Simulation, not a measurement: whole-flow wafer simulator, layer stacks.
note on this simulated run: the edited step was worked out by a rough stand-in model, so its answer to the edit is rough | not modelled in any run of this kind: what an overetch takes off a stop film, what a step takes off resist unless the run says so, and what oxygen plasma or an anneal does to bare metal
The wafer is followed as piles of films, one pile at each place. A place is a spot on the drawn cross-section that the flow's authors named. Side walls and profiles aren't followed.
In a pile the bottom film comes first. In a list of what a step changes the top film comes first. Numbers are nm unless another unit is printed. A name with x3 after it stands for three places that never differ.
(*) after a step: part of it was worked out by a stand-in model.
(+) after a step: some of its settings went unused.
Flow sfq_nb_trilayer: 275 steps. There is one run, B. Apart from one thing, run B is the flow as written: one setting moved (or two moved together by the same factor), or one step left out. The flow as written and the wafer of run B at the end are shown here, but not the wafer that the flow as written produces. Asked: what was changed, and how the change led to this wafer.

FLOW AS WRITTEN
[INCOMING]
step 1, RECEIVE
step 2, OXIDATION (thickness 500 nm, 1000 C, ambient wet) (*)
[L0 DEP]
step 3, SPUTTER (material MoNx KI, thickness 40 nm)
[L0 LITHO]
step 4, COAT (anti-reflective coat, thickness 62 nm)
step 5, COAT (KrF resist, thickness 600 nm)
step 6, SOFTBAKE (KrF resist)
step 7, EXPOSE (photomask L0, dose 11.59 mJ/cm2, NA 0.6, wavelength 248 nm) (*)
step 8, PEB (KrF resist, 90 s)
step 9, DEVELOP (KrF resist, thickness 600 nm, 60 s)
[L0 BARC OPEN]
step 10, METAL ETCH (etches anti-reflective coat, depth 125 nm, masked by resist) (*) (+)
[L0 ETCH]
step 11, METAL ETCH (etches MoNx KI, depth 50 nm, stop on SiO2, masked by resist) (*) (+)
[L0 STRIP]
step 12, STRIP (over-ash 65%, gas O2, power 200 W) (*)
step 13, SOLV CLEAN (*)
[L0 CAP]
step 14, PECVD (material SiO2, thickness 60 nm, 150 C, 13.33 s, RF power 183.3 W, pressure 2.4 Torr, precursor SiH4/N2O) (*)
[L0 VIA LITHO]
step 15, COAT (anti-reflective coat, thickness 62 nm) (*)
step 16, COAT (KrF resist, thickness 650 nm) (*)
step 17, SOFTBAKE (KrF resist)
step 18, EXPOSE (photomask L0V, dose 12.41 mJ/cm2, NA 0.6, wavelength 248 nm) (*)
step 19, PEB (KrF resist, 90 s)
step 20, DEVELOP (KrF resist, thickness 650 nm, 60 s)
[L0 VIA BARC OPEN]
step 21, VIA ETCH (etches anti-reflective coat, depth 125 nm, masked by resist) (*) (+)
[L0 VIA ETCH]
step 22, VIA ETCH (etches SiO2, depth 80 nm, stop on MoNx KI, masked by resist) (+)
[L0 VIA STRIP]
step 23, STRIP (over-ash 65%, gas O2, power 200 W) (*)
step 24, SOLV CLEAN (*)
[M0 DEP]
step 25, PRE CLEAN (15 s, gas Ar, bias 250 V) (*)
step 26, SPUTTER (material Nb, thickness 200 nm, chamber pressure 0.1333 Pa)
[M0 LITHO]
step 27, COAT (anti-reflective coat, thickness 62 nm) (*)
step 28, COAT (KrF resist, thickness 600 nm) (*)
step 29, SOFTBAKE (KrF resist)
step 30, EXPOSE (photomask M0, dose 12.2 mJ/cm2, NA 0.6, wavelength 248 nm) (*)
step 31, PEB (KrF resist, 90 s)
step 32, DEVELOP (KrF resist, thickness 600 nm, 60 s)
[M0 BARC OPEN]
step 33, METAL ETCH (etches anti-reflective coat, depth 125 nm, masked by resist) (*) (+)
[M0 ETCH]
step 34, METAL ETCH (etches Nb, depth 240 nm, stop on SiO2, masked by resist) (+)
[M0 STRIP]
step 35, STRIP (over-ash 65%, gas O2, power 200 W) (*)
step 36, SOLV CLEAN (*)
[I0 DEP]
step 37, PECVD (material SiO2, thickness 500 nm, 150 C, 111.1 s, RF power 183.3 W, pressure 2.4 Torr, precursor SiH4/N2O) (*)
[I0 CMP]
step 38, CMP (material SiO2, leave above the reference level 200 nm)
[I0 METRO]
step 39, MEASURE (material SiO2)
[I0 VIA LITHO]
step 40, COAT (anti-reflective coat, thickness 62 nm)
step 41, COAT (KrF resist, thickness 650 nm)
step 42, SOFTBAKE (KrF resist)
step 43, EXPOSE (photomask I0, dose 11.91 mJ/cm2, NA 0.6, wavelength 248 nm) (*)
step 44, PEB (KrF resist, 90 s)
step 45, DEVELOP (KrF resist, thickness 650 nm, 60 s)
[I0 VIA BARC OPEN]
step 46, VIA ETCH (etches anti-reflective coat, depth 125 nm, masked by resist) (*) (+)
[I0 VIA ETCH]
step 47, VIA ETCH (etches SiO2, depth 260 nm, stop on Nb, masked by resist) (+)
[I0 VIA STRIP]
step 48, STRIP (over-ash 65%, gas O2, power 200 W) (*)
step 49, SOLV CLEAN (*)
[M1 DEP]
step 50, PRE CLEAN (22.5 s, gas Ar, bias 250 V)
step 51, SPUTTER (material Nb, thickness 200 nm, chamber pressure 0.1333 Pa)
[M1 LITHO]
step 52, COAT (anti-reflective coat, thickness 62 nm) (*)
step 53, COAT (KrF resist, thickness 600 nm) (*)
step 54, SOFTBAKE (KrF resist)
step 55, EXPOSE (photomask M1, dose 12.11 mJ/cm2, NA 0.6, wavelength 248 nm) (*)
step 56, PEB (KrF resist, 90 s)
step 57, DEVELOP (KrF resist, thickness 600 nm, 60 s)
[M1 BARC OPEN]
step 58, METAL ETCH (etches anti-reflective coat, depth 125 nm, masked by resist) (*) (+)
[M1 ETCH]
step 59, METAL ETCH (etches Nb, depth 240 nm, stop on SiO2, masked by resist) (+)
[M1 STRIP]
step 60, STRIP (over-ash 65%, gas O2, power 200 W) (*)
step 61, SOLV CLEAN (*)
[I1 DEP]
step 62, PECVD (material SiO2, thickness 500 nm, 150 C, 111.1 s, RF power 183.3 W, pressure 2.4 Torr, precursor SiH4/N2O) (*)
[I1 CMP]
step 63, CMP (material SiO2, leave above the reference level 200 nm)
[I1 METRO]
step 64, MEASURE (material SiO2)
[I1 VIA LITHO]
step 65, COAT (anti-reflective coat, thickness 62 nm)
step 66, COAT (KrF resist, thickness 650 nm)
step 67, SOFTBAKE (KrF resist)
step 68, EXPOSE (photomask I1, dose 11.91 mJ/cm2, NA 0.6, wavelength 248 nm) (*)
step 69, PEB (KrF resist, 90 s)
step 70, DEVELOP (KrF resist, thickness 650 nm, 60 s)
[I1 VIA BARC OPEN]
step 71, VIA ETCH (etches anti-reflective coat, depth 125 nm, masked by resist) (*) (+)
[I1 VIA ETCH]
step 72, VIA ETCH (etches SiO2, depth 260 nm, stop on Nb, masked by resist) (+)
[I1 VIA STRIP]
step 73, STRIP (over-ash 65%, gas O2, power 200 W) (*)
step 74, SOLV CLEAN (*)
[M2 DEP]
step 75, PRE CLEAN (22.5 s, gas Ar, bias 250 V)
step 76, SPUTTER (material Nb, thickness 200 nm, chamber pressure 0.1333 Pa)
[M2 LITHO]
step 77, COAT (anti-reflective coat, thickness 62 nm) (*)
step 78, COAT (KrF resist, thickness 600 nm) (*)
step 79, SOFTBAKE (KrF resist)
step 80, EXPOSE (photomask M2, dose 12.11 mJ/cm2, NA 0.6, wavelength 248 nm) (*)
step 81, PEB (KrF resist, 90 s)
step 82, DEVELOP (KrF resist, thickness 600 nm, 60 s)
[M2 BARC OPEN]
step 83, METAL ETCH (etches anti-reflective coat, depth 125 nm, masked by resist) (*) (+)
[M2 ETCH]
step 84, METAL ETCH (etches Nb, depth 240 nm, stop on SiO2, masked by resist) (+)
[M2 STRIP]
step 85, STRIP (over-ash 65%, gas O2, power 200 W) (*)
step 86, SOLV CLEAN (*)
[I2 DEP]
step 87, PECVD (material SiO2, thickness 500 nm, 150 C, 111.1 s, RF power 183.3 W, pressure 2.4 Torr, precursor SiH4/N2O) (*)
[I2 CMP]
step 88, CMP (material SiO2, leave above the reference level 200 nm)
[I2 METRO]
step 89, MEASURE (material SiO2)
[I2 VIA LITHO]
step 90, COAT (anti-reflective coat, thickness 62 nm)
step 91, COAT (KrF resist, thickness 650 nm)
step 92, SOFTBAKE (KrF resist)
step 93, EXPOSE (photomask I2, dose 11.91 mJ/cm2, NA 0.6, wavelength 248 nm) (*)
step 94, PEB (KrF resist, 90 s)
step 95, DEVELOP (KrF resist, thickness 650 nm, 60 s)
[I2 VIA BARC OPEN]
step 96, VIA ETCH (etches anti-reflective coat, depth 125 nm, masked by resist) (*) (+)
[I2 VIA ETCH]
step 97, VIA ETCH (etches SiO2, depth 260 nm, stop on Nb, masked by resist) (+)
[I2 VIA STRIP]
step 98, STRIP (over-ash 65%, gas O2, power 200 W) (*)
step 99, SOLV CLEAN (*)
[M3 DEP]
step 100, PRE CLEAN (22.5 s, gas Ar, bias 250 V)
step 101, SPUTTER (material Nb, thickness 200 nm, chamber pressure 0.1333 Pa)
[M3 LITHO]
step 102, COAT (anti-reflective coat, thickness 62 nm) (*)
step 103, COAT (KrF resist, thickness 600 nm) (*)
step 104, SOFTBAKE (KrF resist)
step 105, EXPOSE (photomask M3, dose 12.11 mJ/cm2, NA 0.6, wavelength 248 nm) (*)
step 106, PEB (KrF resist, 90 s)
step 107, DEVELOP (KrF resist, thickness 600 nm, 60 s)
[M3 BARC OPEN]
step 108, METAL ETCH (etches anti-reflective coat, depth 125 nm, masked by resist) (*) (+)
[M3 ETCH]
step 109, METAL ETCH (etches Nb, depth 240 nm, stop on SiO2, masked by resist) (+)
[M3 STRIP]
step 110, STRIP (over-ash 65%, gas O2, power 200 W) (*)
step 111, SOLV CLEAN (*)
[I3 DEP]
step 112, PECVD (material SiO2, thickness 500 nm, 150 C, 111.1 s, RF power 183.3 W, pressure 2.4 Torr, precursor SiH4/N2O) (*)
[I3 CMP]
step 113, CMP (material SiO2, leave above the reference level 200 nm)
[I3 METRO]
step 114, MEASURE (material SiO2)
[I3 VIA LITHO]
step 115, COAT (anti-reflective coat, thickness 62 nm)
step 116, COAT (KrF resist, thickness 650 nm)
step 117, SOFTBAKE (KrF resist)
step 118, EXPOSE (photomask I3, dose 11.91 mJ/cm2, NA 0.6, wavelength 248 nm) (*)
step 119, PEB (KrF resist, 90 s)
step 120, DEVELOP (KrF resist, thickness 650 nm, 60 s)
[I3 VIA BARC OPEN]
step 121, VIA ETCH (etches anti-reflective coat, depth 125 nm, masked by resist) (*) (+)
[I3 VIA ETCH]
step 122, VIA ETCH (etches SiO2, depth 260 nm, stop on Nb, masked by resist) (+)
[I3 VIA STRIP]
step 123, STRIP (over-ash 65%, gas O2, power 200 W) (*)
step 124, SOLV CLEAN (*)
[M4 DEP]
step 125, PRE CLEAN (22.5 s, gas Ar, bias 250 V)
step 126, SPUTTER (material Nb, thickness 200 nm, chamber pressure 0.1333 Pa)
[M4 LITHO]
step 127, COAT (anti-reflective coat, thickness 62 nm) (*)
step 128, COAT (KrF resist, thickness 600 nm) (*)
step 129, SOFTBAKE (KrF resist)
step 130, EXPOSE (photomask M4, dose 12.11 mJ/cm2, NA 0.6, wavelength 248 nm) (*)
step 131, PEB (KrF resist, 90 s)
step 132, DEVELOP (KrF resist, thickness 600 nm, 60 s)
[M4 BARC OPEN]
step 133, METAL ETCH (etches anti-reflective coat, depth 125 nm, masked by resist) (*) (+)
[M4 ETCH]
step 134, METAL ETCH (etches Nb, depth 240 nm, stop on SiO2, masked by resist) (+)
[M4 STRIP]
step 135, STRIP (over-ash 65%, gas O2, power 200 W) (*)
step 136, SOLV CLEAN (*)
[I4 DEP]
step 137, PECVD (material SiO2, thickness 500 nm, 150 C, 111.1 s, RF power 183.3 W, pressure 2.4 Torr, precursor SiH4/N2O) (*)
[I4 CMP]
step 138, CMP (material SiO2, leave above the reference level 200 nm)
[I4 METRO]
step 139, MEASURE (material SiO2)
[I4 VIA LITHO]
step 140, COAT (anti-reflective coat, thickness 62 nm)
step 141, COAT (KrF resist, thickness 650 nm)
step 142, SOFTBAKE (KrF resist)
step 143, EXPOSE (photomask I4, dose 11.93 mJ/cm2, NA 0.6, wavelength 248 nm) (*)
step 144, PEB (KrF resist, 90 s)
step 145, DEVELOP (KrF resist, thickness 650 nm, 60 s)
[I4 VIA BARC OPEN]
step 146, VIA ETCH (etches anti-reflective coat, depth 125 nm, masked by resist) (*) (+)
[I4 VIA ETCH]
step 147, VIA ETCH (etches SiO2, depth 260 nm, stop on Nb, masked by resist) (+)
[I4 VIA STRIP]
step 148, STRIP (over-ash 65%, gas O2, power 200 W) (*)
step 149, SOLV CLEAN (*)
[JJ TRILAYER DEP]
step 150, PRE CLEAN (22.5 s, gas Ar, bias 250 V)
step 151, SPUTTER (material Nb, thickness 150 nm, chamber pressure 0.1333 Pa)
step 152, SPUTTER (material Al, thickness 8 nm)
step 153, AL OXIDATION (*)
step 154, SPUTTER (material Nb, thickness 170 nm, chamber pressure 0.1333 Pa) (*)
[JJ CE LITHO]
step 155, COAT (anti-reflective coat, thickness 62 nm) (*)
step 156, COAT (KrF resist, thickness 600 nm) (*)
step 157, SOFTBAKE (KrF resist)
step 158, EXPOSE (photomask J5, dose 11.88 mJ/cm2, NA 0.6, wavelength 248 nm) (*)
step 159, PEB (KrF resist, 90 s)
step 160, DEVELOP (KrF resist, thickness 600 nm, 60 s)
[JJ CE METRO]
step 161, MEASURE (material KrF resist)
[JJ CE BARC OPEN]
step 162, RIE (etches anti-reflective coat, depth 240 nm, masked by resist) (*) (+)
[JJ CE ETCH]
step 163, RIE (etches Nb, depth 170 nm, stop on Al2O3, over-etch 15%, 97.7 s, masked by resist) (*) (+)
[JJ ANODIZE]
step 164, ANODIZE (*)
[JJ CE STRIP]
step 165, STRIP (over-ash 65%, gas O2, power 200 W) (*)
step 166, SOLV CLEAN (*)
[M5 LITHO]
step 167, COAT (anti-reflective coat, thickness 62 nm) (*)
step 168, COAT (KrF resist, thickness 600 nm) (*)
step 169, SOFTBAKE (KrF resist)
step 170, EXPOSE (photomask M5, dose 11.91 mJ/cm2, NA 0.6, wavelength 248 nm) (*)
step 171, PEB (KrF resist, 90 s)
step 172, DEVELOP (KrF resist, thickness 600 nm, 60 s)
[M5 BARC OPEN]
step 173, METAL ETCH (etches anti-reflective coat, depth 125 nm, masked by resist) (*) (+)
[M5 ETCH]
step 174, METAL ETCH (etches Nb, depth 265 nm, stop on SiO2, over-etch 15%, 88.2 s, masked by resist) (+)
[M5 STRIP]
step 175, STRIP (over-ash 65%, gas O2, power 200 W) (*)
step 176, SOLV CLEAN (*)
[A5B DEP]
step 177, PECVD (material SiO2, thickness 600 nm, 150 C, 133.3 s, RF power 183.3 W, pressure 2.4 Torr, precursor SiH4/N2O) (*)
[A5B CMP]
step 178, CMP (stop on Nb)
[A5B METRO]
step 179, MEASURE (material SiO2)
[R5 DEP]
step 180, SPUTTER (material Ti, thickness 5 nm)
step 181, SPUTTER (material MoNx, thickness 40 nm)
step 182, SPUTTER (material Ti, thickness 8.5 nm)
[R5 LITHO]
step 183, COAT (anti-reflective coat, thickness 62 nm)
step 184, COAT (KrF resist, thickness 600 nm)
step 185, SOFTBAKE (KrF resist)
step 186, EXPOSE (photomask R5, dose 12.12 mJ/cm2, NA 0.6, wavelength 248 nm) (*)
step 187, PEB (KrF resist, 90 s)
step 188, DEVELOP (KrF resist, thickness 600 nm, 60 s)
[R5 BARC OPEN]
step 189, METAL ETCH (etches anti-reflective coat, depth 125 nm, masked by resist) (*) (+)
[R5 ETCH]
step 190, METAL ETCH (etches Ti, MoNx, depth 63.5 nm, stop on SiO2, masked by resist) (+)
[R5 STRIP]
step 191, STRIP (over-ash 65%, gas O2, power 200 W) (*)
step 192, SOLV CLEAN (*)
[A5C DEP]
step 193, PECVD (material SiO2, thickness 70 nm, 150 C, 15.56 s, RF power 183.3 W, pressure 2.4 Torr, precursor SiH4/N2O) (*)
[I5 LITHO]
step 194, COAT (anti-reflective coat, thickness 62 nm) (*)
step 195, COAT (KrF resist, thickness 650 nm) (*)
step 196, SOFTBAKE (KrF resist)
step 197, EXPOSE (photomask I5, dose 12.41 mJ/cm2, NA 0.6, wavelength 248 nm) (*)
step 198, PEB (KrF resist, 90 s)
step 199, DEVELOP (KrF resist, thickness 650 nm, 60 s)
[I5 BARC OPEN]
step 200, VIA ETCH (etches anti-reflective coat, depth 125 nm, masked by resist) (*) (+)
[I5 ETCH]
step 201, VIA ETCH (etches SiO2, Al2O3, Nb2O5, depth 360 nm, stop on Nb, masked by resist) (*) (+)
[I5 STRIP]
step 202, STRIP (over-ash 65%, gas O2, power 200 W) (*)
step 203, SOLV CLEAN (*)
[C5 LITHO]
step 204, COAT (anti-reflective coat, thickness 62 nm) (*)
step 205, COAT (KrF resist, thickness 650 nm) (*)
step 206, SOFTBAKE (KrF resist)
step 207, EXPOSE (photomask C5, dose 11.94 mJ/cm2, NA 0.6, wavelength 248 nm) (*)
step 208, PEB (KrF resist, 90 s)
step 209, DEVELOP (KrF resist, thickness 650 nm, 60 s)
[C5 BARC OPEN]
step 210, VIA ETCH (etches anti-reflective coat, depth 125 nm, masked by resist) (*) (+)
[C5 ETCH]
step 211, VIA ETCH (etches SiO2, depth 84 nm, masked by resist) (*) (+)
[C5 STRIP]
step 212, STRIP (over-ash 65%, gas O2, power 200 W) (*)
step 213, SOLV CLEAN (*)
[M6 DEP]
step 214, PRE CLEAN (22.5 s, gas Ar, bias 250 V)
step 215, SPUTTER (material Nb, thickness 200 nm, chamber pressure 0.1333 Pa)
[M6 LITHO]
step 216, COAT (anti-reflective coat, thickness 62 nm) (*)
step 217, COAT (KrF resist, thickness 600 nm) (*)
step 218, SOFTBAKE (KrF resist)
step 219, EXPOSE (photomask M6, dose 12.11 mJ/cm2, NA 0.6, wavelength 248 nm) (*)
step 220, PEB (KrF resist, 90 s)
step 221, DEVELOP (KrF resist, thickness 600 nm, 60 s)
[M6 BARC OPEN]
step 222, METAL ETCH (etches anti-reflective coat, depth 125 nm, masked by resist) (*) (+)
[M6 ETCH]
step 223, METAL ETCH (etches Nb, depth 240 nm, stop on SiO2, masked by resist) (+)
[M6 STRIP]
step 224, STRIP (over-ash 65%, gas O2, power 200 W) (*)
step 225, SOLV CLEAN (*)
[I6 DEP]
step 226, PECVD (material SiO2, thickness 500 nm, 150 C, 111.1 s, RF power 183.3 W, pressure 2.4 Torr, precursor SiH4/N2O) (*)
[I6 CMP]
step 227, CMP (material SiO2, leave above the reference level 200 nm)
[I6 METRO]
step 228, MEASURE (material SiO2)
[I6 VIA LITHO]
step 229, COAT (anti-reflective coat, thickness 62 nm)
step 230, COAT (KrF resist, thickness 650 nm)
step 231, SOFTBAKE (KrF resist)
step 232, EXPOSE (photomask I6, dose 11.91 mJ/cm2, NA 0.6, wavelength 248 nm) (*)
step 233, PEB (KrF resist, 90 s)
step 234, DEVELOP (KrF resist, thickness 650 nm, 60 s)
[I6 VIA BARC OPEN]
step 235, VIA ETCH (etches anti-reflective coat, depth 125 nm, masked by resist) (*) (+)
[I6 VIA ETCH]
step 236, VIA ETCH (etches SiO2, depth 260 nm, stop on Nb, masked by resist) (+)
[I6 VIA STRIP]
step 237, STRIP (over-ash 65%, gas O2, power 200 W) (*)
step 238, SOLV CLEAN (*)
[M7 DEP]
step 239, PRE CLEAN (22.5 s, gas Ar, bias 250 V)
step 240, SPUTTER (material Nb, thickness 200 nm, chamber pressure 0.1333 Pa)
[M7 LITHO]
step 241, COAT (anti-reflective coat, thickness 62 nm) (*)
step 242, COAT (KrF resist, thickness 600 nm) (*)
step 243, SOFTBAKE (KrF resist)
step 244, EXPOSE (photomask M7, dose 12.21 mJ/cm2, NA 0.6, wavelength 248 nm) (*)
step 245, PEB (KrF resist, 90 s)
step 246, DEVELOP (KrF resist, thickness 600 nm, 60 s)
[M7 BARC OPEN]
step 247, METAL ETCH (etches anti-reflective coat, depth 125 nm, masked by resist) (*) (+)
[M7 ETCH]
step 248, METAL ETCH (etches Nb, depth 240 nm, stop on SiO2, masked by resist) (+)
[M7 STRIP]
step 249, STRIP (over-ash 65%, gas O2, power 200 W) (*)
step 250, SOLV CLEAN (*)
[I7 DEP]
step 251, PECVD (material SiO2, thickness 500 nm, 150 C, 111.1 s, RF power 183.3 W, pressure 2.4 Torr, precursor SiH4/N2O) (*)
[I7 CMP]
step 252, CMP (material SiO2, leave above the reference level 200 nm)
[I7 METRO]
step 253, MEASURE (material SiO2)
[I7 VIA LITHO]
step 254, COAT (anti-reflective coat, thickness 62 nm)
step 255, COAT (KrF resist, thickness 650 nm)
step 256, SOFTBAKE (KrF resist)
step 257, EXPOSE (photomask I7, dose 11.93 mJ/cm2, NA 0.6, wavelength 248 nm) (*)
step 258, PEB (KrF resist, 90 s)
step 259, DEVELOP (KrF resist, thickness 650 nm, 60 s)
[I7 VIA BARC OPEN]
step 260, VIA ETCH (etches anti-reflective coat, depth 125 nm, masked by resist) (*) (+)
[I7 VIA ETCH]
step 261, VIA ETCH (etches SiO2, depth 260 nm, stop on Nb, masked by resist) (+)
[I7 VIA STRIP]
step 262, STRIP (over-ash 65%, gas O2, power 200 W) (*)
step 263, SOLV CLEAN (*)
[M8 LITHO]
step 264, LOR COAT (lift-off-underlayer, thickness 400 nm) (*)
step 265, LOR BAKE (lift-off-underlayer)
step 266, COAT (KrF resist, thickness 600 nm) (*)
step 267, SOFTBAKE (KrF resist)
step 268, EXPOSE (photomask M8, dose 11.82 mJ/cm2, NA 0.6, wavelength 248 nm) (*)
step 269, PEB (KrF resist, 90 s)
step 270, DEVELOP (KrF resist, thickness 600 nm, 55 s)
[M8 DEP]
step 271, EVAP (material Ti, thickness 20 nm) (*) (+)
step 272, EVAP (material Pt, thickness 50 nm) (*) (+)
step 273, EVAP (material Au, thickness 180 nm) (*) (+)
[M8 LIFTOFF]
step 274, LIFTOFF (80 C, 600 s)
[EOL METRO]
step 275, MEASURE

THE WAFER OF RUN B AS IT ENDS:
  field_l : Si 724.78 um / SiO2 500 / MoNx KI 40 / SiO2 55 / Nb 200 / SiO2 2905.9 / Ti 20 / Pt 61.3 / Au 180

The reason: step 272, EVAP: thickness 61.3 nm was run, while the flow as written has thickness 50 nm.
One can read it off the wafer: field_l has Pt 61.3, and step 272 as written asks for 50 nm.

The path from the change to this, step by step:
  step 272, EVAP (material Pt, thickness 50 nm) (*) (+)
      field_l, v_sur, via_wl and 103 more: +61.3 Pt (new film) (it would be, as written: +50 Pt (new film))
  step 274, LIFTOFF (80 C, 600 s)
      p4_fl x3, p4_w1 x9, p4_g1 x2 and 60 more: -180 Au (all of it), -61.3 Pt (all of it), -20 Ti (all of it), -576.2 KrF resist (all of it), -400 lift-off-underlayer (all of it) (it would be, as written: -180 Au (all of it), -50 Pt (all of it), -20 Ti (all of it), -576.2 KrF resist (all of it), -400 lift-off-underlayer (all of it))
      c5j, ce_r: -180 Au (all of it), -61.3 Pt (all of it), -20 Ti (all of it), -573.3 KrF resist (all of it), -399.3 lift-off-underlayer (all of it) (it would be, as written: -180 Au (all of it), -50 Pt (all of it), -20 Ti (all of it), -573.3 KrF resist (all of it), -399.3 lift-off-underlayer (all of it))
      (as well as at 19 more places)
